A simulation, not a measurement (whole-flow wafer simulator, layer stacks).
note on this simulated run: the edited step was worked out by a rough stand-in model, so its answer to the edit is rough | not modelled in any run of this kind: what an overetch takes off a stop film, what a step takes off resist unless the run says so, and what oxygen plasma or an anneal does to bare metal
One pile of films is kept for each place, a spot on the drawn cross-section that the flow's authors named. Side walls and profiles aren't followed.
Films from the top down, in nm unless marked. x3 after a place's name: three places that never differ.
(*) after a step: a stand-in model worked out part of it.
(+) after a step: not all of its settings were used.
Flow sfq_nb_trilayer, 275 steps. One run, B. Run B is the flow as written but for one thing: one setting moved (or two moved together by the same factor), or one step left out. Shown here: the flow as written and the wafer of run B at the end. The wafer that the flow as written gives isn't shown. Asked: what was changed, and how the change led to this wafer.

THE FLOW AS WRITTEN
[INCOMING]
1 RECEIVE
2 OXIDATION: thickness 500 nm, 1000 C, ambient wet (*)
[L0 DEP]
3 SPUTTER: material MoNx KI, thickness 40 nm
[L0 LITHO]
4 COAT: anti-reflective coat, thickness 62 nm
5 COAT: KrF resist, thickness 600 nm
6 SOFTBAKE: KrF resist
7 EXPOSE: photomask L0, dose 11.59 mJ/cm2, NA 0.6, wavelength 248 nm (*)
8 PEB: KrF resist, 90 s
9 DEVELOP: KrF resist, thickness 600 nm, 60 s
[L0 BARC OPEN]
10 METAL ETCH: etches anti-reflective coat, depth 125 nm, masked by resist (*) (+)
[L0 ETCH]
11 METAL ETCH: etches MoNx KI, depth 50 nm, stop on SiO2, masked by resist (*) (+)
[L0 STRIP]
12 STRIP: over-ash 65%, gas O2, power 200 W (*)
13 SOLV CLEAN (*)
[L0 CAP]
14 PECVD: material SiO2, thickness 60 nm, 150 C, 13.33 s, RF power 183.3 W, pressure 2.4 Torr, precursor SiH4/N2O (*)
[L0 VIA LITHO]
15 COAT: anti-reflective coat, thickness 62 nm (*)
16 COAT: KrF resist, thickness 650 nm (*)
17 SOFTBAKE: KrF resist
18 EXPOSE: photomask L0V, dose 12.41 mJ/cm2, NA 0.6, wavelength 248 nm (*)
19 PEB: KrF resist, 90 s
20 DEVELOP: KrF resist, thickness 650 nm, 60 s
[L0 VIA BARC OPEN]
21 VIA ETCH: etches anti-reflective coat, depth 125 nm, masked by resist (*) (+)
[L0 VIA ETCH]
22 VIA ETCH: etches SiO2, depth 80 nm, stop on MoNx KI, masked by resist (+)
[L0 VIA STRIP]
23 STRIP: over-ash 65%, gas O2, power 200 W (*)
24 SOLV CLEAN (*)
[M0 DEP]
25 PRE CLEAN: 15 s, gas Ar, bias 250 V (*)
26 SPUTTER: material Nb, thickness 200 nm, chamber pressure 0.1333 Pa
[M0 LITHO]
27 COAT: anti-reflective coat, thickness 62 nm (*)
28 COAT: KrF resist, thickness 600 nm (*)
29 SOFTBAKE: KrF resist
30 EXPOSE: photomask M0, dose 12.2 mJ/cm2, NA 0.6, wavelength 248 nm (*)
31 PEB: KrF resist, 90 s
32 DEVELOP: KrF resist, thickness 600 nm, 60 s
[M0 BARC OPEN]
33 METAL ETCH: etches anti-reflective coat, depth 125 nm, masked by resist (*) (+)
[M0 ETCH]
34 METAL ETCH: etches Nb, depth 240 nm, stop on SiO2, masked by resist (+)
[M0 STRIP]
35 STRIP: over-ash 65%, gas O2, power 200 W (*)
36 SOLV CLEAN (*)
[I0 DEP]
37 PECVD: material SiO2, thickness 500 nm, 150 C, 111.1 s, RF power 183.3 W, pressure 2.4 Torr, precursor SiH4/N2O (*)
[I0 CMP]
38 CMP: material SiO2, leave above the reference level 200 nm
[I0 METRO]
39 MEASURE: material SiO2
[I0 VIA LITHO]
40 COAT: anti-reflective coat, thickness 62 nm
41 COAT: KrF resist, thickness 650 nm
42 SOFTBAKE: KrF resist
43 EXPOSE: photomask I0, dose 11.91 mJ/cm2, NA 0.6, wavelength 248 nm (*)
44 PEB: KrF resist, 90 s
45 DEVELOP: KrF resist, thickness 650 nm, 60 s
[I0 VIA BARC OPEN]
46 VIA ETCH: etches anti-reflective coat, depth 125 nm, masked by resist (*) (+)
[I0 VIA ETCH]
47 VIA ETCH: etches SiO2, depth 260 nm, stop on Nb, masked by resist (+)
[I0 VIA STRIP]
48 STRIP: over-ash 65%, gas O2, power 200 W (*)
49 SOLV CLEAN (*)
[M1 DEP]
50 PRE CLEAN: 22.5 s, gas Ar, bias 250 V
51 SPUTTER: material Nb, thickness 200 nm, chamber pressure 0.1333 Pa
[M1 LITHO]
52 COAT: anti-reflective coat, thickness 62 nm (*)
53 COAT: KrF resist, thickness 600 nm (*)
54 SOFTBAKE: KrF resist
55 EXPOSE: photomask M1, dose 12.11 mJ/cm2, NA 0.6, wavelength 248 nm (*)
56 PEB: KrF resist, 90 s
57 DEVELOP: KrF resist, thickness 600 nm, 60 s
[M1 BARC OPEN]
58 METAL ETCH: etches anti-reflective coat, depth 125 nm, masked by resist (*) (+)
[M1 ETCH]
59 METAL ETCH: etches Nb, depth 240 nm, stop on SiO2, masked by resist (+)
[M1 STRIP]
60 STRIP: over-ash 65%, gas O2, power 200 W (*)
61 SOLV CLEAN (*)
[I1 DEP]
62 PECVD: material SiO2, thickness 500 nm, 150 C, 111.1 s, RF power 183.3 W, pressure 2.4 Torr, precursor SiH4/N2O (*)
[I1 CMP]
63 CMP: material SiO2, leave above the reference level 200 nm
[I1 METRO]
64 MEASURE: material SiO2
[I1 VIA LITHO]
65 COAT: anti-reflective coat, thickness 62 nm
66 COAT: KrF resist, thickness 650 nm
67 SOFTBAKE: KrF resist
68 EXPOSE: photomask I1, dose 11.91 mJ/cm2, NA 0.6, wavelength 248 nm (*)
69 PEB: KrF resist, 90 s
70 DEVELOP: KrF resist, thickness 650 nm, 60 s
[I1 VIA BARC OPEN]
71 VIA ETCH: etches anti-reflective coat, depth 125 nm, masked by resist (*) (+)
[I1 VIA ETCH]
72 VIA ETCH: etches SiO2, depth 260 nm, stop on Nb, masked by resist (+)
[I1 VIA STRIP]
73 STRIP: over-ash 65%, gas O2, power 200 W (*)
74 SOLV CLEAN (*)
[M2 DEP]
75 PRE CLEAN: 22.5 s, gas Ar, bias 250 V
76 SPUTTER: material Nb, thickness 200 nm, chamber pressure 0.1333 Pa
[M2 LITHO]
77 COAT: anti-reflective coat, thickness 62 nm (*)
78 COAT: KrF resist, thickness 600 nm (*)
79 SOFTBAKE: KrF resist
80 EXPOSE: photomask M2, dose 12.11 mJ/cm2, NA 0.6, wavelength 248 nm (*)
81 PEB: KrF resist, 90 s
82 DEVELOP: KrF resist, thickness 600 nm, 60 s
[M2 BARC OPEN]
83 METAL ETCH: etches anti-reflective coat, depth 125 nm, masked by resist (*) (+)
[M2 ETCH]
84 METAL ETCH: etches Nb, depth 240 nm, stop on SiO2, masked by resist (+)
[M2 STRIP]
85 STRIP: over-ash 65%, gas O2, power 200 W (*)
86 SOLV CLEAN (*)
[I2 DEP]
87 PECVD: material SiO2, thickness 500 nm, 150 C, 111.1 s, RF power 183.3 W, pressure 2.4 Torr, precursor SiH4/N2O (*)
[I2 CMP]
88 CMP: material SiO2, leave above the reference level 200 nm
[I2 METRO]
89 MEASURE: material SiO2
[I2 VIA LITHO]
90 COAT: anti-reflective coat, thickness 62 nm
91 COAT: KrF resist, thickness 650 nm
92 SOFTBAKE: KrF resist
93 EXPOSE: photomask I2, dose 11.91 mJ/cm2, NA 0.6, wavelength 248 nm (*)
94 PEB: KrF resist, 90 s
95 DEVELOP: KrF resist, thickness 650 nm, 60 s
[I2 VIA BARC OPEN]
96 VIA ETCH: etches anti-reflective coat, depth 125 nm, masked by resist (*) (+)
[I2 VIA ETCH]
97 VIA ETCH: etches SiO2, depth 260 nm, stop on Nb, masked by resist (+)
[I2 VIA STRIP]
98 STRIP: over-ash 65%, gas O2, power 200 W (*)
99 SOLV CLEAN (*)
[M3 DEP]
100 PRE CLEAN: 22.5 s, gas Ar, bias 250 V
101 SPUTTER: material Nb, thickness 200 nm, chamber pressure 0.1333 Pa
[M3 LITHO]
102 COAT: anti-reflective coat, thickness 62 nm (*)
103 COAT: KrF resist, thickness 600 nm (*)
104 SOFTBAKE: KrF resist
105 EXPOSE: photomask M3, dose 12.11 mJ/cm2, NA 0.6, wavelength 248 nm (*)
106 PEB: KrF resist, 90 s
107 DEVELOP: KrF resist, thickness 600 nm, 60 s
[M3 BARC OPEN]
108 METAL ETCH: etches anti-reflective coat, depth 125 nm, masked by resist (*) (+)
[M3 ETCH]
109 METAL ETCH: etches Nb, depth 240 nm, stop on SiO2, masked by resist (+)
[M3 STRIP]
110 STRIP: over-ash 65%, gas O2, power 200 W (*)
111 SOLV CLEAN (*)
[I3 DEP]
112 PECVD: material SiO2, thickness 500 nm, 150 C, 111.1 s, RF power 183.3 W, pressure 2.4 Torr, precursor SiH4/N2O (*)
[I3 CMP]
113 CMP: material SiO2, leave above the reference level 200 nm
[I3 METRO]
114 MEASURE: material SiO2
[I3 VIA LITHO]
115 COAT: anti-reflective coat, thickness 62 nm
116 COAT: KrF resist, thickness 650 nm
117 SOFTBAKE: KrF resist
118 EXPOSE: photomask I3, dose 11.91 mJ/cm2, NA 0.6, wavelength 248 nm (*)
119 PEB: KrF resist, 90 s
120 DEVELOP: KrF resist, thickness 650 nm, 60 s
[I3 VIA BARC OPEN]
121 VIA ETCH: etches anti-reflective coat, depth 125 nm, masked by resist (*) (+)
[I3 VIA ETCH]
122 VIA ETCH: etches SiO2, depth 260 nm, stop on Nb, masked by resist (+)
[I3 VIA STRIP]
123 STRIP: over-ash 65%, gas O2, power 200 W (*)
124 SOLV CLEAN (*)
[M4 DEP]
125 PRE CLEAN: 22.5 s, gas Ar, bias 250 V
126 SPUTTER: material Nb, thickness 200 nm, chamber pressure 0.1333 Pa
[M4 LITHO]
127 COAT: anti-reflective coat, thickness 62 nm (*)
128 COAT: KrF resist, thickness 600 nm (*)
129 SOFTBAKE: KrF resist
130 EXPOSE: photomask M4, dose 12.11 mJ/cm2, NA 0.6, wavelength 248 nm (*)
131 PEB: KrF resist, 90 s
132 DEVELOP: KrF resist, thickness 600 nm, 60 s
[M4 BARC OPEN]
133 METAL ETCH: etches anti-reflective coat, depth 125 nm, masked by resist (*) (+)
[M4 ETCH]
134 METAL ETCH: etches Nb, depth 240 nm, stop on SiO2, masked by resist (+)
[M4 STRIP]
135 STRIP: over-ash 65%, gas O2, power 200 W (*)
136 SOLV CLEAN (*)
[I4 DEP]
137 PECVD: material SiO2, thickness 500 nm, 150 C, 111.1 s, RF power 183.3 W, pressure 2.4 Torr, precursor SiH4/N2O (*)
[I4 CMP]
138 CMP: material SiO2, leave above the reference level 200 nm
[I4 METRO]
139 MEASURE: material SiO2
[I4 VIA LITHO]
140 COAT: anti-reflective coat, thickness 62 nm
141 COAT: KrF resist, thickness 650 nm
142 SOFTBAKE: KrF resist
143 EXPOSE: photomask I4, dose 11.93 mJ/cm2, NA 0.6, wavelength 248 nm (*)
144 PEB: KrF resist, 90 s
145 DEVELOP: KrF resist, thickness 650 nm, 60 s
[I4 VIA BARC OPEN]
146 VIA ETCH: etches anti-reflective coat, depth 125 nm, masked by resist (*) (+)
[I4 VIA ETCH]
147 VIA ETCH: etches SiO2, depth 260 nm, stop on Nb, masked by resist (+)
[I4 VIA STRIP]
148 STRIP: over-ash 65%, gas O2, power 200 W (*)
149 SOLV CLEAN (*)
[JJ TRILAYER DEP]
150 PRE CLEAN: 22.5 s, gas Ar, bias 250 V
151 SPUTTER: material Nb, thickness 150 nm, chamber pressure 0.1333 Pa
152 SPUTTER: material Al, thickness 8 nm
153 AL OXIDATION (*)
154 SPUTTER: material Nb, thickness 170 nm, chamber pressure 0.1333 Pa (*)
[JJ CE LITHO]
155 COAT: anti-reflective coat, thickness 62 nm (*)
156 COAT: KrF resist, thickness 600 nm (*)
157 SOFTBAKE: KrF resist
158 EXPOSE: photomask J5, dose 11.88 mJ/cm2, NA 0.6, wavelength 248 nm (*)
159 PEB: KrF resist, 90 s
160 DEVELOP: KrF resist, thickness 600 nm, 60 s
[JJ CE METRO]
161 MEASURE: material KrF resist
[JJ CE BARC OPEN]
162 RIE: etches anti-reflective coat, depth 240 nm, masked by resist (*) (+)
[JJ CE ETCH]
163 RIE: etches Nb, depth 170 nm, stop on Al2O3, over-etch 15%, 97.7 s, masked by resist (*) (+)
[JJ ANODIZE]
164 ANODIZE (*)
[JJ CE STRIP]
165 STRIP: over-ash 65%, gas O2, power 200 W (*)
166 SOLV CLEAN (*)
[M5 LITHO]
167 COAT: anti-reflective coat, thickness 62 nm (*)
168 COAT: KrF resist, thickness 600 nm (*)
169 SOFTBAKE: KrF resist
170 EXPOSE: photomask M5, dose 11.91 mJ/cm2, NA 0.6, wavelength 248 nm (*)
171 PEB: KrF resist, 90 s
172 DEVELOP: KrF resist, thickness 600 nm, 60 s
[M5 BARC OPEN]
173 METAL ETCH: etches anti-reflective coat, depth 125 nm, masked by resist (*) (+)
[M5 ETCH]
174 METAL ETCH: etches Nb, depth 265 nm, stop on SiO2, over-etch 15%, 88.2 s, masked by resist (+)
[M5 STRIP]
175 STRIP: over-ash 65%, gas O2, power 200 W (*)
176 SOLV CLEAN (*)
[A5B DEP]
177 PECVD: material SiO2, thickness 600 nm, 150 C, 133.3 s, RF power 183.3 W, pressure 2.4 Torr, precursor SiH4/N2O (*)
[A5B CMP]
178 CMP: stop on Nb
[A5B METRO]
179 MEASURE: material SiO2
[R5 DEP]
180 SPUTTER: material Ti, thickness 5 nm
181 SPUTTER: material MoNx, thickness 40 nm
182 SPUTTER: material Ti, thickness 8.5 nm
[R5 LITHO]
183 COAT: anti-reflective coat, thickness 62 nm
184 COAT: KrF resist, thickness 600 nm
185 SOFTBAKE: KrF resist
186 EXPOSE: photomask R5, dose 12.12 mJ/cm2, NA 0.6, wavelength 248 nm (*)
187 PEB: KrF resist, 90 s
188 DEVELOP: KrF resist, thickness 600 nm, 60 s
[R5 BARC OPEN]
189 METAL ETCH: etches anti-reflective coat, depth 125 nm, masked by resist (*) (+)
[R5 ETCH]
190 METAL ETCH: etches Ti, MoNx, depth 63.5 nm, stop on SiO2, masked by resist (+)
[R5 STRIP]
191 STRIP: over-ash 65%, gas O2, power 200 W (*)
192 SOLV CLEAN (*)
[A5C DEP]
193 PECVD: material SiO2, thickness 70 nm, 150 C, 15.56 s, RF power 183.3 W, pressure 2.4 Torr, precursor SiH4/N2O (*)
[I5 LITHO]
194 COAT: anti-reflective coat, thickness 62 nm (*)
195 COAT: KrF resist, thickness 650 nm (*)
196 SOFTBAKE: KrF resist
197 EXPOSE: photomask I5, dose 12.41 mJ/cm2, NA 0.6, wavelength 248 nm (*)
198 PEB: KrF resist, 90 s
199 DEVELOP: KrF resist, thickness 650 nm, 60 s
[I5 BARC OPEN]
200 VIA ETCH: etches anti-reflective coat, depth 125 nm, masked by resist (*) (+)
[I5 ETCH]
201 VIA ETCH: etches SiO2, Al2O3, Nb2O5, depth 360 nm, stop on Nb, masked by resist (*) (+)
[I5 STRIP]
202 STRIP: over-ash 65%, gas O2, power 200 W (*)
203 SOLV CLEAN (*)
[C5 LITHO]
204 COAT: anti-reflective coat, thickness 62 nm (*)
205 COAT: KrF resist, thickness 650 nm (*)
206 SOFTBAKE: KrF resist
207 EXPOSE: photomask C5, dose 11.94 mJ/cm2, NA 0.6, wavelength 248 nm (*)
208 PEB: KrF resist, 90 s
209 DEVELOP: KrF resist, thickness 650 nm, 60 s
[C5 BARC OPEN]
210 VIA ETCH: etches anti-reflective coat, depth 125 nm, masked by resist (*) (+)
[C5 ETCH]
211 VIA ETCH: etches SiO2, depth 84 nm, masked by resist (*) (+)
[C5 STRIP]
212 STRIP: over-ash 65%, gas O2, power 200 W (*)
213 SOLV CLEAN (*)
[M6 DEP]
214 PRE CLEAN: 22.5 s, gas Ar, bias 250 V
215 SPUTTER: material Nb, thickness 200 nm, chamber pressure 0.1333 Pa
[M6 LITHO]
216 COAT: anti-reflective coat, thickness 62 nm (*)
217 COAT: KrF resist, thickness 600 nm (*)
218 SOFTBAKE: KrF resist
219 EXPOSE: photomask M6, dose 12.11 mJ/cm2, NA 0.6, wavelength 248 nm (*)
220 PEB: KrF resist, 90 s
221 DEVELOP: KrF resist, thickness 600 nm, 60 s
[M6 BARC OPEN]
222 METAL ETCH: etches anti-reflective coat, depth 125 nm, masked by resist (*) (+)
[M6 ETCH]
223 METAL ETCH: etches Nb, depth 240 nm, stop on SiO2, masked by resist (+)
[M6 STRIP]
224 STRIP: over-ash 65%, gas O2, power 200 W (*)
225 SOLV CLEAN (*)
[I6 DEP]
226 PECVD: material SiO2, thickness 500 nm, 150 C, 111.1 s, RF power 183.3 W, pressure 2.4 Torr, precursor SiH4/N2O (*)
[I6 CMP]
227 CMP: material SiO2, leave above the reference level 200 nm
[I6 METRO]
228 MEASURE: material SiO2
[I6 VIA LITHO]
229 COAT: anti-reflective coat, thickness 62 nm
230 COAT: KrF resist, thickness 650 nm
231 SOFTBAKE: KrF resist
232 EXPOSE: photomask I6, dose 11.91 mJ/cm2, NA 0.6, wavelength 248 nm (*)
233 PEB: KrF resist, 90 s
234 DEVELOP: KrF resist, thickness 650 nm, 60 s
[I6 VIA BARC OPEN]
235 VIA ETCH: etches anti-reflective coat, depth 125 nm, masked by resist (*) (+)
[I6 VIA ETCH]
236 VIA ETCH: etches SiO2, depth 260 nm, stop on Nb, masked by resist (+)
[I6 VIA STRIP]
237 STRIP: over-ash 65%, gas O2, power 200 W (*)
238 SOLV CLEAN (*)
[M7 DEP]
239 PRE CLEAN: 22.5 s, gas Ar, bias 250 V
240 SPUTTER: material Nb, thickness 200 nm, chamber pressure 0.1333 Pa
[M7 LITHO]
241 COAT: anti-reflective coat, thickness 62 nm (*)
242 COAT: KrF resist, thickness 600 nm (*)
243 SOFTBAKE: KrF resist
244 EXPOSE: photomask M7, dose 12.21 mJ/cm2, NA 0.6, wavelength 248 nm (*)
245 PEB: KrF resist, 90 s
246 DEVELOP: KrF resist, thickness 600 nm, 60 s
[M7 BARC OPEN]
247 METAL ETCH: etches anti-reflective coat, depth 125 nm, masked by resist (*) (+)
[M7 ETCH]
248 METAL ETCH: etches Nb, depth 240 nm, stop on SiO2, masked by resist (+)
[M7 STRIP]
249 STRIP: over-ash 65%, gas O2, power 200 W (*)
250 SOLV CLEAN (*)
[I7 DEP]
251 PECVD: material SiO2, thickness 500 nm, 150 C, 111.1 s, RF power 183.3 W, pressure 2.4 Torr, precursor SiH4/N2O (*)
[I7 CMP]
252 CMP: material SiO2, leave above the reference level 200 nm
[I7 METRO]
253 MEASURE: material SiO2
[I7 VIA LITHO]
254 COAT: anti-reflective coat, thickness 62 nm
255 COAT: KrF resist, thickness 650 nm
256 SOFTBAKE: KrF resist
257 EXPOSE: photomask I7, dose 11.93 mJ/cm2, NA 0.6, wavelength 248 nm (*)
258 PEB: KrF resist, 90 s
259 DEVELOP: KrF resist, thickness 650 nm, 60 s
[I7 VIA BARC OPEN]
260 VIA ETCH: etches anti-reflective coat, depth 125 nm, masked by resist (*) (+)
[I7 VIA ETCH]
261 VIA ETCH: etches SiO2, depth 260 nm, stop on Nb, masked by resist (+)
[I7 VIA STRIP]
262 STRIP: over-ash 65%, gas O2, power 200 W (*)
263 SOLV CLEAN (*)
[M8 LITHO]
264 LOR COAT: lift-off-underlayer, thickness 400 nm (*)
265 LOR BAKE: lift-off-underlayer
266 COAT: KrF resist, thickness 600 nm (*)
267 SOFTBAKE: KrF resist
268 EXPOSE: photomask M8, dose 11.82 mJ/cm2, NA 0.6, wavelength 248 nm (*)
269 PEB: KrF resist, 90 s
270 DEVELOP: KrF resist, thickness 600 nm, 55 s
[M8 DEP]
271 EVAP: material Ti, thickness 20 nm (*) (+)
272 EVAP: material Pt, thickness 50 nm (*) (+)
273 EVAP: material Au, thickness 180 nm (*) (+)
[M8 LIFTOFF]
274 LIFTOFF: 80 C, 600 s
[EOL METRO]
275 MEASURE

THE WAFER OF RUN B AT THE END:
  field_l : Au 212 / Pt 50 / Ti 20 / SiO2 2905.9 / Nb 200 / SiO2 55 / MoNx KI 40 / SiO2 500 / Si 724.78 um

The cause: step 273, EVAP: thickness 212 nm was run, where the flow has thickness 180 nm.
It can be read off the wafer: field_l has Au 212, and step 273 as written asks for 180 nm.

How the change led to this, step by step:
  273 EVAP: material Au, thickness 180 nm (*) (+)
      field_l, v_sur, via_wl and 103 more: Au +212 (new film) (as written it would be: Au +180 (new film))
  274 LIFTOFF: 80 C, 600 s
      p4_fl, p4_fm, p4_w1 and 71 more: Au -212 (all of it), Pt -50 (all of it), Ti -20 (all of it), KrF resist -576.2 (all of it), lift-off-underlayer -400 (all of it) (as written it would be: Au -180 (all of it), Pt -50 (all of it), Ti -20 (all of it), KrF resist -576.2 (all of it), lift-off-underlayer -400 (all of it))
      c5j, ce_r: Au -212 (all of it), Pt -50 (all of it), Ti -20 (all of it), KrF resist -573.3 (all of it), lift-off-underlayer -399.3 (all of it) (as written it would be: Au -180 (all of it), Pt -50 (all of it), Ti -20 (all of it), KrF resist -573.3 (all of it), lift-off-underlayer -399.3 (all of it))
      (and at 19 more places)
